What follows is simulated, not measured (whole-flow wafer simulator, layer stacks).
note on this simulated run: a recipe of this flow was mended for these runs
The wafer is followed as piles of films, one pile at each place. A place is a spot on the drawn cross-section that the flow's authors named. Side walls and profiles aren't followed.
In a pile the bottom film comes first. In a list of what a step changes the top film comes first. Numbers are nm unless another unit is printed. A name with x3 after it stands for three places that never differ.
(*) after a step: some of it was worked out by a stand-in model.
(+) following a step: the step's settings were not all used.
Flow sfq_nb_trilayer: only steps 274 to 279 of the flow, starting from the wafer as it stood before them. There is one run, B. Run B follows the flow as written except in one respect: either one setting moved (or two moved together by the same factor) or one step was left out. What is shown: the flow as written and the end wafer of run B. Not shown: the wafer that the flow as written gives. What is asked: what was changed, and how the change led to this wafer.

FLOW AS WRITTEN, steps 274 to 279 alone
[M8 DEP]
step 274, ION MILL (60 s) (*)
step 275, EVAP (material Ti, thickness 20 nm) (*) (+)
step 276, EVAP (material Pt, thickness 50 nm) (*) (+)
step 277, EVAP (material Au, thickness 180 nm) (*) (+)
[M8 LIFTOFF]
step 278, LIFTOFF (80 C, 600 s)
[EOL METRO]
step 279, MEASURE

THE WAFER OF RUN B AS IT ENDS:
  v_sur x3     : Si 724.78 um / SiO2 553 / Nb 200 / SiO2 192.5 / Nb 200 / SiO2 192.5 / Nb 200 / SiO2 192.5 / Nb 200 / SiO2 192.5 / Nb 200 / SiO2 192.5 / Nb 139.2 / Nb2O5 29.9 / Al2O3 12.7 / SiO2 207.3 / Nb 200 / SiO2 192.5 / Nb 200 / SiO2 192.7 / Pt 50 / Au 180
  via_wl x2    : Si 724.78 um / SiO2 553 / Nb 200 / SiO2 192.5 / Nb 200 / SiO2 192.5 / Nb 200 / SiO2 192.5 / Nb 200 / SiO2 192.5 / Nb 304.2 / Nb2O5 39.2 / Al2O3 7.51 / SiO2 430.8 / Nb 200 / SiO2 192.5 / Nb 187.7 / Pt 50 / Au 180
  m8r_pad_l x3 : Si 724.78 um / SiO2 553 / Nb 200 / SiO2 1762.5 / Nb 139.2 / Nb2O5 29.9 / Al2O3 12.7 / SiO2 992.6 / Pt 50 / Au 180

The reason: step 275, EVAP: material Ti, thickness 20 nm (*) (+), was skipped.

The path from the change to this, step by step:
  step 278, LIFTOFF (80 C, 600 s)
      p4_fl x5, p4_w1 x9, p3_s0 x11 and 49 more: -180 Au (all of it), -50 Pt (all of it), -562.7 KrF-resist-other-grade (all of it), -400 lift-off-underlayer (all of it) (in the flow as written it would be: -180 Au (all of it), -50 Pt (all of it), -20 Ti (all of it), -562.7 KrF-resist-other-grade (all of it), -400 lift-off-underlayer (all of it))
      r_sur, res, r_end: -180 Au (all of it), -50 Pt (all of it), -559.9 KrF-resist-other-grade (all of it), -399.5 lift-off-underlayer (all of it) (in the flow as written it would be: -180 Au (all of it), -50 Pt (all of it), -20 Ti (all of it), -559.9 KrF-resist-other-grade (all of it), -399.5 lift-off-underlayer (all of it))
      (also at 18 further places)
